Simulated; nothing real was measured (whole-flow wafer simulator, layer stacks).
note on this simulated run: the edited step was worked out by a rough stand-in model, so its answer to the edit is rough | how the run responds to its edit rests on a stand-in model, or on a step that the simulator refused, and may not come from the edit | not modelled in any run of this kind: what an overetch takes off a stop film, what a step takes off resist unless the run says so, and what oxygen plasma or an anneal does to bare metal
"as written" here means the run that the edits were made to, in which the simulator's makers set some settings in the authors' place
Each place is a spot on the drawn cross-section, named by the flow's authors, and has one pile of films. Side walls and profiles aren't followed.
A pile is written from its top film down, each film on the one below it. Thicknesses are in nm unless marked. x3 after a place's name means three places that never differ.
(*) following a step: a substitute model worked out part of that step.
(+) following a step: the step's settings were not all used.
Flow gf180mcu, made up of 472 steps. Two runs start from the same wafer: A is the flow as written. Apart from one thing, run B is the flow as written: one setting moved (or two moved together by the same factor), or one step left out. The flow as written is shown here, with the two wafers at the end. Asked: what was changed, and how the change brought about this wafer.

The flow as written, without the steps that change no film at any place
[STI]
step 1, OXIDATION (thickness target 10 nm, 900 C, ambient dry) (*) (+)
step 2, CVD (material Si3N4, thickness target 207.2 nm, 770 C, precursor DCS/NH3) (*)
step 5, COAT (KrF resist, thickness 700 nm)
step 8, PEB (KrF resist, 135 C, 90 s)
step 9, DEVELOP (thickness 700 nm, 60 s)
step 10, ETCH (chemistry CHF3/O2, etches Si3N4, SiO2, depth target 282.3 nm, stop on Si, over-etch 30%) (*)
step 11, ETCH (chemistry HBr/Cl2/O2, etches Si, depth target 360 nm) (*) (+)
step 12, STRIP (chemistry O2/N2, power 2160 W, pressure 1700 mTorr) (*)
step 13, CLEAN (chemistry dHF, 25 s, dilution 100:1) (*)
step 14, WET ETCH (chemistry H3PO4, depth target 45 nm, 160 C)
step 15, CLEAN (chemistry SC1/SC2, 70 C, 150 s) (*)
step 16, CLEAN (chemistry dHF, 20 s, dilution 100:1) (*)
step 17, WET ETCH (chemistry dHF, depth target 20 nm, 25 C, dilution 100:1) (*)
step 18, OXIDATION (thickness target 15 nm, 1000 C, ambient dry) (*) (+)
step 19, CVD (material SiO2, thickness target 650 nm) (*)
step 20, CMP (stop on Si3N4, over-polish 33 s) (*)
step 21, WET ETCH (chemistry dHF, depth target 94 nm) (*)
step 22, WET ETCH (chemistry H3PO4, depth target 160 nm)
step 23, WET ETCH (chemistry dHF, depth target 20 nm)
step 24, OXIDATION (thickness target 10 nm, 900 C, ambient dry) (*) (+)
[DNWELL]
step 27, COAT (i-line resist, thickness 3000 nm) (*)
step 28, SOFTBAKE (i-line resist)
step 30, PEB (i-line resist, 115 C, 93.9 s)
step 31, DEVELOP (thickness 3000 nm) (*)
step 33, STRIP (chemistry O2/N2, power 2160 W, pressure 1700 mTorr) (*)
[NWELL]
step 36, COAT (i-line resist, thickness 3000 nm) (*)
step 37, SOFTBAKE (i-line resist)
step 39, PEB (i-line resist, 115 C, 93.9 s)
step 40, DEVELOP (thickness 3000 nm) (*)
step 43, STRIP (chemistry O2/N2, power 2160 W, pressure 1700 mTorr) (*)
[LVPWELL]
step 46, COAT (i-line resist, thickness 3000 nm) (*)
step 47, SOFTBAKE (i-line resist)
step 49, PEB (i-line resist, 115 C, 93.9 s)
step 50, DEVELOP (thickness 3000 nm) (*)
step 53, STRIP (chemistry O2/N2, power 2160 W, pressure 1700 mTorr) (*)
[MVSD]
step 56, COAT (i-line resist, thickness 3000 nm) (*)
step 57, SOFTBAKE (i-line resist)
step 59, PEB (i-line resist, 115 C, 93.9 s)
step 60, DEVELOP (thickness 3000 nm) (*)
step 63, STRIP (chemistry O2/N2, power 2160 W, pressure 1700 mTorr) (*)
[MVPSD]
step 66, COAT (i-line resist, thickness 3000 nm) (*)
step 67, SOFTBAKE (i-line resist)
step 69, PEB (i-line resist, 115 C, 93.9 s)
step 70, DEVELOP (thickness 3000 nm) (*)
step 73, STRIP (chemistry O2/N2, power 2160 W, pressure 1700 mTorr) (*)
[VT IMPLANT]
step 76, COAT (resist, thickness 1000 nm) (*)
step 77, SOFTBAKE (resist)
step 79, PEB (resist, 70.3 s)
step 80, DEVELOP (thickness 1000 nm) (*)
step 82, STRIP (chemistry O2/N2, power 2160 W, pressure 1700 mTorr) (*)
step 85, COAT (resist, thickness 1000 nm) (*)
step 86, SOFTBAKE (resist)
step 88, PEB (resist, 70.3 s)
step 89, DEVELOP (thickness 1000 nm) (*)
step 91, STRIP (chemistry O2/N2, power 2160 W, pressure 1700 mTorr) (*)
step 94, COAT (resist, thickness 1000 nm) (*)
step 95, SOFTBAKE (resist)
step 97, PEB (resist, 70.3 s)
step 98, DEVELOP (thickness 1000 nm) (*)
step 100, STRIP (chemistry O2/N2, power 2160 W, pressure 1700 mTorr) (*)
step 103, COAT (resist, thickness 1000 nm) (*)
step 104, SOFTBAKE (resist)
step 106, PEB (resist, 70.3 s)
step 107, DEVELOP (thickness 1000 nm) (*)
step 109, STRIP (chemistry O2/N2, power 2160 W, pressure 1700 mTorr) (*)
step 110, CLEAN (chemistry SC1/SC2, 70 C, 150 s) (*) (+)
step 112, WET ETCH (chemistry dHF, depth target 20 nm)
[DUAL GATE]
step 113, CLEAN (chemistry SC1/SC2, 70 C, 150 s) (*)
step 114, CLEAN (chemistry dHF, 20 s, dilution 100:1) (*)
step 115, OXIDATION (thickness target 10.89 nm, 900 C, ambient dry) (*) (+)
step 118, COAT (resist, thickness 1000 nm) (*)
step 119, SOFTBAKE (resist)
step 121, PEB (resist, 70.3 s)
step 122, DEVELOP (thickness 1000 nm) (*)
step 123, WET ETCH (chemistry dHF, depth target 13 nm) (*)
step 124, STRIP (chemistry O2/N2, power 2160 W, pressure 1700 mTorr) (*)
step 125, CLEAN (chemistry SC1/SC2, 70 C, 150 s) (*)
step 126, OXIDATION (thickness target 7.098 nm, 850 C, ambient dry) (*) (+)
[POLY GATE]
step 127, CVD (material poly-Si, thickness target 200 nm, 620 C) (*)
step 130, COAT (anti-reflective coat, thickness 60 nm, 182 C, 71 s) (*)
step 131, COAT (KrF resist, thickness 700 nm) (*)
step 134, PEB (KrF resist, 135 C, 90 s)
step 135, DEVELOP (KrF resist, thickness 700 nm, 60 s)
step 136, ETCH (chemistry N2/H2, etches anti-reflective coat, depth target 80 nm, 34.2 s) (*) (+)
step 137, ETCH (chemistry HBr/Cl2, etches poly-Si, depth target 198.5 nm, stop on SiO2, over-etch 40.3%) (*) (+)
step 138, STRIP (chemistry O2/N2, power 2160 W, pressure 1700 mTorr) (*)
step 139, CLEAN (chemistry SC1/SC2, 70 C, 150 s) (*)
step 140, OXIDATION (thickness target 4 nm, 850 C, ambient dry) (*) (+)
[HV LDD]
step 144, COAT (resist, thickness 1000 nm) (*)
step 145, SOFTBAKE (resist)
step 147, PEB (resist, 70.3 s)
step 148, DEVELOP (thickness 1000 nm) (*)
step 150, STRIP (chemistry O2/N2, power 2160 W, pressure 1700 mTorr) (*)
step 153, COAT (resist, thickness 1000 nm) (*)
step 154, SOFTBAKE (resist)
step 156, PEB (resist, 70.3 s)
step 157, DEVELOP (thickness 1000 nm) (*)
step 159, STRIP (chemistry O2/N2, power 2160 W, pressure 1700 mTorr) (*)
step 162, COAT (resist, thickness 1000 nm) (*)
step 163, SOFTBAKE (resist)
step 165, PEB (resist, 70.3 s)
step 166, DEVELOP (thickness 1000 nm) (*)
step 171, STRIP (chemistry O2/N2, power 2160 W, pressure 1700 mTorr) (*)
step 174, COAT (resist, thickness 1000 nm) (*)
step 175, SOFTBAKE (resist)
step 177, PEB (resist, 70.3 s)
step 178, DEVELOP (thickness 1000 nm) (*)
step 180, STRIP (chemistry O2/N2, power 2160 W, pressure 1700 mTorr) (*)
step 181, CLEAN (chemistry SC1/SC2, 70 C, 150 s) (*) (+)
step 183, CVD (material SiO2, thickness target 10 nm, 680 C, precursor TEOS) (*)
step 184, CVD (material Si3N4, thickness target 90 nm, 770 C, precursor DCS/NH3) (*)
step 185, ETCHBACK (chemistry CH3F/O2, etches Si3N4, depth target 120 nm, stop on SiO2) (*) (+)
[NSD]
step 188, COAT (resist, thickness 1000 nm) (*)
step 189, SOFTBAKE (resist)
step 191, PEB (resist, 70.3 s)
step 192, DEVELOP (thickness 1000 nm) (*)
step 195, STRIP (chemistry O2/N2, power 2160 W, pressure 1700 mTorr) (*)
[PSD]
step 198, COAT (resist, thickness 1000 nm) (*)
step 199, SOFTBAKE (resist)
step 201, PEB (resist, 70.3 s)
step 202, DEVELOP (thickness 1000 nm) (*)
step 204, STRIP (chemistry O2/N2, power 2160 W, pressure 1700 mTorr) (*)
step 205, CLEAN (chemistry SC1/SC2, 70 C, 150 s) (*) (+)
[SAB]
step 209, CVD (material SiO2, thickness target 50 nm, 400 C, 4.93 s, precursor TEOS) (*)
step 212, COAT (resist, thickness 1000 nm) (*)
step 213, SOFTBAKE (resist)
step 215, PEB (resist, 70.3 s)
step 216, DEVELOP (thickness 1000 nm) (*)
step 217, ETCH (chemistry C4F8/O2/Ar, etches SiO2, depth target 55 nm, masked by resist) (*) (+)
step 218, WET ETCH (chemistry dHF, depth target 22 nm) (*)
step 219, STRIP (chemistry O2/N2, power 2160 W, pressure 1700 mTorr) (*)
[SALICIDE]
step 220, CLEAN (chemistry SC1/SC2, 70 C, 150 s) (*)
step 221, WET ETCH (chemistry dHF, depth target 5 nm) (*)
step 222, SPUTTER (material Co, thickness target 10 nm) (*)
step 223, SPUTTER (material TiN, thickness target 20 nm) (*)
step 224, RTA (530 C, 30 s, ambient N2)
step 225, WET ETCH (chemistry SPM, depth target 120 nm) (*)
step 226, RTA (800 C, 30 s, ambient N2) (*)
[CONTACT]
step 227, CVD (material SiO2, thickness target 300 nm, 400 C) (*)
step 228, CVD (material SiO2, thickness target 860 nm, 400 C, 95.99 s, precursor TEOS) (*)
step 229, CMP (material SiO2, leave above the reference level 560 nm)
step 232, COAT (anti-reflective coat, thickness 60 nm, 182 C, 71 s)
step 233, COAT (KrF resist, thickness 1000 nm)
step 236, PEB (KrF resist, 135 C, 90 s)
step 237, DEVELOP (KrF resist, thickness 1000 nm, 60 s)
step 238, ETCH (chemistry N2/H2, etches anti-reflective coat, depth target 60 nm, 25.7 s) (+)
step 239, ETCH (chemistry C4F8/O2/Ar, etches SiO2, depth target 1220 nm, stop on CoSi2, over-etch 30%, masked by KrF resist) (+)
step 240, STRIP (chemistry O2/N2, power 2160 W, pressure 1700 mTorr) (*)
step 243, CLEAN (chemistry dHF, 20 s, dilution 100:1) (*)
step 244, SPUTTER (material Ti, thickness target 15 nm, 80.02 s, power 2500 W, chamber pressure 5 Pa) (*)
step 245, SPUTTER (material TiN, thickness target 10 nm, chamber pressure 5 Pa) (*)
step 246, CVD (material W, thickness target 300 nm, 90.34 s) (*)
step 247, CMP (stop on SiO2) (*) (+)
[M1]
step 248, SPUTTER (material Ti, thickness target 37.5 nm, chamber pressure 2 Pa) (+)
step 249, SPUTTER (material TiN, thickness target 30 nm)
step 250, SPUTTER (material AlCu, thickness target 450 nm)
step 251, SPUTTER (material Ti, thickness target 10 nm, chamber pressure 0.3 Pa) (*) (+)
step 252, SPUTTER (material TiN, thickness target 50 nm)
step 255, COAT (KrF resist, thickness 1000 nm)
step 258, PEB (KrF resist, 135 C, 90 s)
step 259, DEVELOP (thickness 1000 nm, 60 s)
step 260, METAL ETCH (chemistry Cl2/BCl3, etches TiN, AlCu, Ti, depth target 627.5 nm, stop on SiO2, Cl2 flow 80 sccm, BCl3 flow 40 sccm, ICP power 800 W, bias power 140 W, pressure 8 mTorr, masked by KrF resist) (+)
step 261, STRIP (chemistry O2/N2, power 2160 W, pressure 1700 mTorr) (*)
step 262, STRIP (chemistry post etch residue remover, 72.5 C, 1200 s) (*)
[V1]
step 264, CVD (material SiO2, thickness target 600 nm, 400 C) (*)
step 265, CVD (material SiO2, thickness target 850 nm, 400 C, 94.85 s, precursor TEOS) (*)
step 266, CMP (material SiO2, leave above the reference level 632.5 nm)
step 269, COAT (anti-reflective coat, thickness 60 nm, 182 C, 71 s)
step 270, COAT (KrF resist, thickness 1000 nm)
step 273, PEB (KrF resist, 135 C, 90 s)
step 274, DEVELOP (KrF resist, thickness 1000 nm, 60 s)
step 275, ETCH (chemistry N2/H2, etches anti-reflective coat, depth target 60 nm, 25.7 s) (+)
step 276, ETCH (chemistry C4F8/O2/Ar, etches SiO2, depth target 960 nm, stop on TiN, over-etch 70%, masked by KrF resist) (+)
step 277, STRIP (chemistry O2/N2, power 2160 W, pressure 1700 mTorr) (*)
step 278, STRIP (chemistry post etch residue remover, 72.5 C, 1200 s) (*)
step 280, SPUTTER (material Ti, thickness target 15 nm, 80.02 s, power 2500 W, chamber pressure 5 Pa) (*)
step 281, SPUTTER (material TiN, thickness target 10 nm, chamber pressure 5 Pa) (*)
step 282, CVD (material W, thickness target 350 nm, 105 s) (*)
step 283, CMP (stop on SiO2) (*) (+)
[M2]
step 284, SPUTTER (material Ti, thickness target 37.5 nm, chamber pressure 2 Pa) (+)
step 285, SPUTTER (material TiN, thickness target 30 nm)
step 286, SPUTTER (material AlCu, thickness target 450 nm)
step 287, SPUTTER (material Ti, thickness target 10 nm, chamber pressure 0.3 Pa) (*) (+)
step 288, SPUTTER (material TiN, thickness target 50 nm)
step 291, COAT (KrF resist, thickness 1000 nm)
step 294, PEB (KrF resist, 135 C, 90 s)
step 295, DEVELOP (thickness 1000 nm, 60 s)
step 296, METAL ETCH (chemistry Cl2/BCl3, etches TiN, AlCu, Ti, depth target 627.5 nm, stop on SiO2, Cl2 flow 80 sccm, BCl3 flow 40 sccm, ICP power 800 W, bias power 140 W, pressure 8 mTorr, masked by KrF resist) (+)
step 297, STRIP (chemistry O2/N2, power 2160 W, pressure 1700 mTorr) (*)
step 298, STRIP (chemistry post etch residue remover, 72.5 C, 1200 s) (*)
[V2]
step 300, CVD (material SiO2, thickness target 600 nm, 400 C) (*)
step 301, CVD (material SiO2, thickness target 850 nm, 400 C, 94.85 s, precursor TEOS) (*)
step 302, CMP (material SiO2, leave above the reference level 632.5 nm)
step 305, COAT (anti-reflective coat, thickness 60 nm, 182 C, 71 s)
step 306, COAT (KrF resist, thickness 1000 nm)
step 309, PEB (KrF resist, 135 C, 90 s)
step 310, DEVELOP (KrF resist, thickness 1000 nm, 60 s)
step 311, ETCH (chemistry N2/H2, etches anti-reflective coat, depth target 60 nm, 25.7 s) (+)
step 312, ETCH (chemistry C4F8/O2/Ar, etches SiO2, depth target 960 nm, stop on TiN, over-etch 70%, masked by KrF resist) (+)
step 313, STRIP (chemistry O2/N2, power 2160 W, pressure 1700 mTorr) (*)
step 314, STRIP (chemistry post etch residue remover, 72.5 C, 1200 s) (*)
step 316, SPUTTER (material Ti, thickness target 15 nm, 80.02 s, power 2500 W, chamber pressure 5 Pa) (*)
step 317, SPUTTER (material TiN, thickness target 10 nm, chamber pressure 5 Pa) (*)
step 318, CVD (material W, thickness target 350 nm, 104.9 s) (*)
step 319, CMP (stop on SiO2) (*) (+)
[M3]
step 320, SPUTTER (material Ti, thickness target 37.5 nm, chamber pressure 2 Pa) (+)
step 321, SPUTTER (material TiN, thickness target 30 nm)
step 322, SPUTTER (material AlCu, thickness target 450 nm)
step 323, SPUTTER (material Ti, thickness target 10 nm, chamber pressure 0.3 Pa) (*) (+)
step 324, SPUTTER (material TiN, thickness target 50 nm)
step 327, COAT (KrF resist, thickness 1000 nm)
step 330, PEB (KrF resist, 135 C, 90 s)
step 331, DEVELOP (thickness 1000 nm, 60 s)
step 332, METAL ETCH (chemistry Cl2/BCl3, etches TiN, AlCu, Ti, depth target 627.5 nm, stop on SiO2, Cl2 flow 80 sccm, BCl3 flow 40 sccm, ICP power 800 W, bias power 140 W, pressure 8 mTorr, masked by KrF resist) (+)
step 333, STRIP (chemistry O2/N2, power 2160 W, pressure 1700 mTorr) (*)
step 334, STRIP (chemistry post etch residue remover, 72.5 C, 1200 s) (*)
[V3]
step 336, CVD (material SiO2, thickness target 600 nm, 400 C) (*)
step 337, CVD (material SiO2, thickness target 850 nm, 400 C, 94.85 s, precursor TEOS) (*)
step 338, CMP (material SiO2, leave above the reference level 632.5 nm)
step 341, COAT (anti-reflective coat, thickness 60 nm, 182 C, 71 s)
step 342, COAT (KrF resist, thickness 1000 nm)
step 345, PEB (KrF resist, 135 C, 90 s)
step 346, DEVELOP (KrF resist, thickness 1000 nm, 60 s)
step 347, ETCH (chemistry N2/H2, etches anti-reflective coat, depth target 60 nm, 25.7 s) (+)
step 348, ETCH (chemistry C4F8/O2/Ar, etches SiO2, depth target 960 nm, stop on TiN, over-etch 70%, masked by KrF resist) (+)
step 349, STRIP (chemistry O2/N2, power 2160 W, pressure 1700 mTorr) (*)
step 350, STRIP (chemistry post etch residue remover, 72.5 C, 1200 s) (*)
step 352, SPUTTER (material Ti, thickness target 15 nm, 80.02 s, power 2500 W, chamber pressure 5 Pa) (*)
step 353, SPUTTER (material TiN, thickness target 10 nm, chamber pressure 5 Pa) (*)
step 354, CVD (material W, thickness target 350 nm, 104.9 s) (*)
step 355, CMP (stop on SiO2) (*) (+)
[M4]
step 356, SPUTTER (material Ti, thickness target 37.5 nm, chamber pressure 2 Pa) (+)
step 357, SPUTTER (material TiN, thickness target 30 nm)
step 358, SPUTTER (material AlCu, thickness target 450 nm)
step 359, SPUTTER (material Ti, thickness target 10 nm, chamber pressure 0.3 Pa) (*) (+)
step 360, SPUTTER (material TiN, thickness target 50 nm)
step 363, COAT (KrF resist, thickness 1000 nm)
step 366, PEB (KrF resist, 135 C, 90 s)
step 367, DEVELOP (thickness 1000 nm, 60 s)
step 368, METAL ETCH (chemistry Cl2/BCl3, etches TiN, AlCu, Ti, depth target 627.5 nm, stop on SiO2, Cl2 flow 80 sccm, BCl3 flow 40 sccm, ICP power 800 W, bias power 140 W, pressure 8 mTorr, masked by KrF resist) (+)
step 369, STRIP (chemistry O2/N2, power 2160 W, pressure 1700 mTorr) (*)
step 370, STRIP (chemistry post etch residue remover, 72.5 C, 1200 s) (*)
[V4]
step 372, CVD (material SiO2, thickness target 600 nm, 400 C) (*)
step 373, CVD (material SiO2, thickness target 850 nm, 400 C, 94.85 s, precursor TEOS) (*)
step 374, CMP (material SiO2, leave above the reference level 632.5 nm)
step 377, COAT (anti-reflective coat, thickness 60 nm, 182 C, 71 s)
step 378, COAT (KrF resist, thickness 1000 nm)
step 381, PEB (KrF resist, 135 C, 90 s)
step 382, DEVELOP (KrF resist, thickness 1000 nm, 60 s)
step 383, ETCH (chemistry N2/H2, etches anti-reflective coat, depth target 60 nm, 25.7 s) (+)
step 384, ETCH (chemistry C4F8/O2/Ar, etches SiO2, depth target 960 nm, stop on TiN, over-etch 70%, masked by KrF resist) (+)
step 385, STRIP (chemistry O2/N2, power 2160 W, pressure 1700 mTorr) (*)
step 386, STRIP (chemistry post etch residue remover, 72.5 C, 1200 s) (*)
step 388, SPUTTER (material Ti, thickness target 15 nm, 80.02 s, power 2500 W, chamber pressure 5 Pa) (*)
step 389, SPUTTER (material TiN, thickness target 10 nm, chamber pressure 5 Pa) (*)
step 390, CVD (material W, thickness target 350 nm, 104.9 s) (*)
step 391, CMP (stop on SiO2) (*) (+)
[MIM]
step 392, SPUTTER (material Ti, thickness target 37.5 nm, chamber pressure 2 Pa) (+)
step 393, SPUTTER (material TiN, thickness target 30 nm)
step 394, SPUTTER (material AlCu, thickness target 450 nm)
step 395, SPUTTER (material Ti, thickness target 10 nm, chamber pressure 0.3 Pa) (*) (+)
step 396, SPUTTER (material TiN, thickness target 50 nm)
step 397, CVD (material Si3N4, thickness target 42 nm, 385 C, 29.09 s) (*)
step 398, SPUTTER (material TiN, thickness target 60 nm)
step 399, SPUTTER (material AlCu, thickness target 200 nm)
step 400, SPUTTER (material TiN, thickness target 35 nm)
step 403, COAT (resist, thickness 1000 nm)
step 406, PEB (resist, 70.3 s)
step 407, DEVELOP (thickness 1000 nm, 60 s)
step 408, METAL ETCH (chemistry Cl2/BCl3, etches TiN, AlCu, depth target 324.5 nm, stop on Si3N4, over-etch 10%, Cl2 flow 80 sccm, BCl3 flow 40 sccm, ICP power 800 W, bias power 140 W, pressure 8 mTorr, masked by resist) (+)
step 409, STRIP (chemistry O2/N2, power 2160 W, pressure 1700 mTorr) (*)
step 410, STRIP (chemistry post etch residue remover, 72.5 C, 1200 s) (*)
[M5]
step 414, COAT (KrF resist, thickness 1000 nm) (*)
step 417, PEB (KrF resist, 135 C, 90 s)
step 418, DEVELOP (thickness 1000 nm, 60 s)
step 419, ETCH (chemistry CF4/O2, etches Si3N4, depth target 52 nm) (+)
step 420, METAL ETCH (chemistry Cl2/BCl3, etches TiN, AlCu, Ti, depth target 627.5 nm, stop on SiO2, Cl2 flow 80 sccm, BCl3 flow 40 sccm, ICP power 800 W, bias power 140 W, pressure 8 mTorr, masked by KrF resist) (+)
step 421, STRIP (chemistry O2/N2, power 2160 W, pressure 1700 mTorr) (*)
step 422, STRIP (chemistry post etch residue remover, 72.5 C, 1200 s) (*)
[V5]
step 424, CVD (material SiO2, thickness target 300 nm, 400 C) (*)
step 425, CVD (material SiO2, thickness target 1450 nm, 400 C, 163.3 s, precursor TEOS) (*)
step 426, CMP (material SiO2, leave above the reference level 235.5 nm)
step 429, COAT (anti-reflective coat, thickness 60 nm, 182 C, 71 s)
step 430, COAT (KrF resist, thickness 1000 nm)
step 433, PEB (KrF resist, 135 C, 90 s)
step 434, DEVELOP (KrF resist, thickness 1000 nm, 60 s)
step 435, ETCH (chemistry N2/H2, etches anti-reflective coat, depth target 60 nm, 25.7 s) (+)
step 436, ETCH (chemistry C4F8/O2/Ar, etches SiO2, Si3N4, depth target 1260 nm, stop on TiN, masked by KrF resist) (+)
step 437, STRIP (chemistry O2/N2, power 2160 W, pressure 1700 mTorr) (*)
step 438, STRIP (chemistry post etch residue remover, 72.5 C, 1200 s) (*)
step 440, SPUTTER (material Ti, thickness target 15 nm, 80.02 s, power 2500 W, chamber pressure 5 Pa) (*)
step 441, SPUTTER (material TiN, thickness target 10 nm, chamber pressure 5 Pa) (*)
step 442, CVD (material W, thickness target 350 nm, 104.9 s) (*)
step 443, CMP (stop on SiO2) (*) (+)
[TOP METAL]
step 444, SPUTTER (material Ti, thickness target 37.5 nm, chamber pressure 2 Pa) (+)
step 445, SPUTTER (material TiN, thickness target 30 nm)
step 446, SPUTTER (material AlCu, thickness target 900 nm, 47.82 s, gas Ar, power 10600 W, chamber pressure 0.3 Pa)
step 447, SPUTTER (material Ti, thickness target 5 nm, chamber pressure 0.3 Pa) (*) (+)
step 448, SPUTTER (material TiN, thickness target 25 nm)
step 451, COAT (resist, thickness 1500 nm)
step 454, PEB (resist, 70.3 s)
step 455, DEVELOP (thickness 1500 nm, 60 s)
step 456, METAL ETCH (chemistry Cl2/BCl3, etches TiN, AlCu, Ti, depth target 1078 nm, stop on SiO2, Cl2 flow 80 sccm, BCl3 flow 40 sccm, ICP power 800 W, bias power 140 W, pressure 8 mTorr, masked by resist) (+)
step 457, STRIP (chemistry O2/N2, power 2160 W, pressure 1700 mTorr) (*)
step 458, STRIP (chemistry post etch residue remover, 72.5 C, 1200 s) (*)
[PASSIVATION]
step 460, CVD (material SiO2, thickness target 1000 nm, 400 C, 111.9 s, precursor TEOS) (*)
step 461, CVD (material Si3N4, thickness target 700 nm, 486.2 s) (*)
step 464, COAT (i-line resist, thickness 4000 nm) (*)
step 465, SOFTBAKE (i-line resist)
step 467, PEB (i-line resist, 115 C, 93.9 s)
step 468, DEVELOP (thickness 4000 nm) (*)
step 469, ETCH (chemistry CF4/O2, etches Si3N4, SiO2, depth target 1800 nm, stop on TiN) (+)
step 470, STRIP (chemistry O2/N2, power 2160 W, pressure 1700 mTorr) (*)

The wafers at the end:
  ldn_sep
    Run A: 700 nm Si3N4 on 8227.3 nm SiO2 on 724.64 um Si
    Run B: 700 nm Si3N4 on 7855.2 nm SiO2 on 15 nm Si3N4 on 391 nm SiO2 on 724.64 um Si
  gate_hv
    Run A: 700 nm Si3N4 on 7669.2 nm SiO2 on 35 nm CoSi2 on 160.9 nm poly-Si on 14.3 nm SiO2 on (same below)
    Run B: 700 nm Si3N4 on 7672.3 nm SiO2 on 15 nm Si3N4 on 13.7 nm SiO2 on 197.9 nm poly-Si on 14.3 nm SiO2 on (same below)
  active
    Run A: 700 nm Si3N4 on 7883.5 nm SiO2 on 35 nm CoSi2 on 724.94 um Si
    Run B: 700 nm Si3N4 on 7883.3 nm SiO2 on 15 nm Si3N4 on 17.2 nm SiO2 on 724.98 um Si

What caused this: step 185, ETCHBACK: depth target 70.8 nm was run, while the flow as written has depth target 120 nm.

The path from the change to this, step by step:
  step 185, ETCHBACK (chemistry CH3F/O2, etches Si3N4, depth target 120 nm, stop on SiO2) (*) (+)
      field, field__w1, field__w2 and 100 more: A -90 Si3N4 (all of it), -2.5 SiO2 | B -70.8 Si3N4
  step 188, COAT (resist, thickness 1000 nm) (*)
      spacer: A +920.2 resist (new film) | B +942 resist (new film)
  step 189, SOFTBAKE (resist)
      field__w9: A +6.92 resist | B -3.14 resist
      nw_enc_fld_lv: A +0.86 resist | B +5.57 resist
  step 192, DEVELOP (thickness 1000 nm) (*)
      spacer: A -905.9 resist (all of it) | B -927.3 resist (all of it)
  step 198, COAT (resist, thickness 1000 nm) (*)
      spacer: A +920.2 resist (new film) | B +942 resist (new film)
  step 199, SOFTBAKE (resist)
      field__w9: A +6.92 resist | B -3.14 resist
      nw_enc_fld_lv: A +0.86 resist | B +5.57 resist
  step 204, STRIP (chemistry O2/N2, power 2160 W, pressure 1700 mTorr) (*)
      spacer: A -905.9 resist (all of it) | B -927.3 resist (all of it)
  step 205, CLEAN (chemistry SC1/SC2, 70 C, 150 s) (*) (+)
      field, field__w1, field__w2 and 105 more: A -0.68 SiO2 | B -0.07 Si3N4
  step 209, CVD (material SiO2, thickness target 50 nm, 400 C, 4.93 s, precursor TEOS) (*)
      field, field__w7, field__w8 and 73 more: A +50 SiO2 | B +50 SiO2 (new film)
      field_sub__w1, field_sub__w3, field_sub__w4, field_sub__w5, ld_drift_n: A +48.9 SiO2 | B +48.8 SiO2 (new film)
      (and at 27 other places as well)
  step 212, COAT (resist, thickness 1000 nm) (*)
      spacer: A +919.4 resist (new film) | B +941.6 resist (new film)
  step 216, DEVELOP (thickness 1000 nm) (*)
      spacer: A -905.1 resist (all of it) | B -926.9 resist (all of it)
  step 217, ETCH (chemistry C4F8/O2/Ar, etches SiO2, depth target 55 nm, masked by resist) (*) (+)
      field, field__w7, field__w8 and 70 more: A -55 SiO2 | B -50 SiO2 (all of it), -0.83 Si3N4
      field_sub__w1, field_sub__w3, field_sub__w4, field_sub__w5, ld_drift_n: A -55 SiO2 | B -48.8 SiO2 (all of it), -1.03 Si3N4
      (and at 21 other places as well)
  step 218, WET ETCH (chemistry dHF, depth target 22 nm) (*)
      gate, gate_hv, gate_p and 23 more: A -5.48 SiO2 (all of it) | B -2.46 Si3N4
      field, field__w10, sti and 14 more: A -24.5 SiO2 | B -2.46 Si3N4
      (and at 56 other places as well)
  step 219, STRIP (chemistry O2/N2, power 2160 W, pressure 1700 mTorr) (*)
      gate, gate_hv, gate_p and 23 more: A +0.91 chemical SiO2 (new film), -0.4 poly-Si | B nothing
      active, p_well, sd_n and 20 more: A +0.91 chemical SiO2 (new film), -0.4 Si | B nothing
  step 220, CLEAN (chemistry SC1/SC2, 70 C, 150 s) (*)
      field, field__w2, field__w7 and 40 more: A -0.68 SiO2 | B nothing
      field__w1, field__w3, field__w6, field__w12, m1, nw_enc_fld_lv, nw_enc_fld_lv__w3: A -0.68 SiO2 | B -0.07 Si3N4
  step 221, WET ETCH (chemistry dHF, depth target 5 nm) (*)
      active, p_well, gate and 46 more: A -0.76 chemical SiO2 (all of it) | B -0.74 Si3N4
      field, field__w1, field__w2 and 23 more: A -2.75 SiO2 | B -0.74 Si3N4
      (and at 24 other places as well)
  ... 10 other steps ...
  step 471, ANNEAL (400 C, 1800 s, ambient N2/H2)
      polyc_n, polyc_p: A nothing | B under 9 films: +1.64 void (new film), -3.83 Ti, +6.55 TiSi first (new film), -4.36 poly-Si
      contact: A nothing | B under 49 films: +1.62 void (new film), -3.83 Ti, +6.55 TiSi first (new film), -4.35 Si
If metal films that touch count as one body, gate_hv has 0 bodies; the flow as written gives 1 body.
If metal films that touch count as one body, active has 0 bodies; the flow as written gives 1 body.
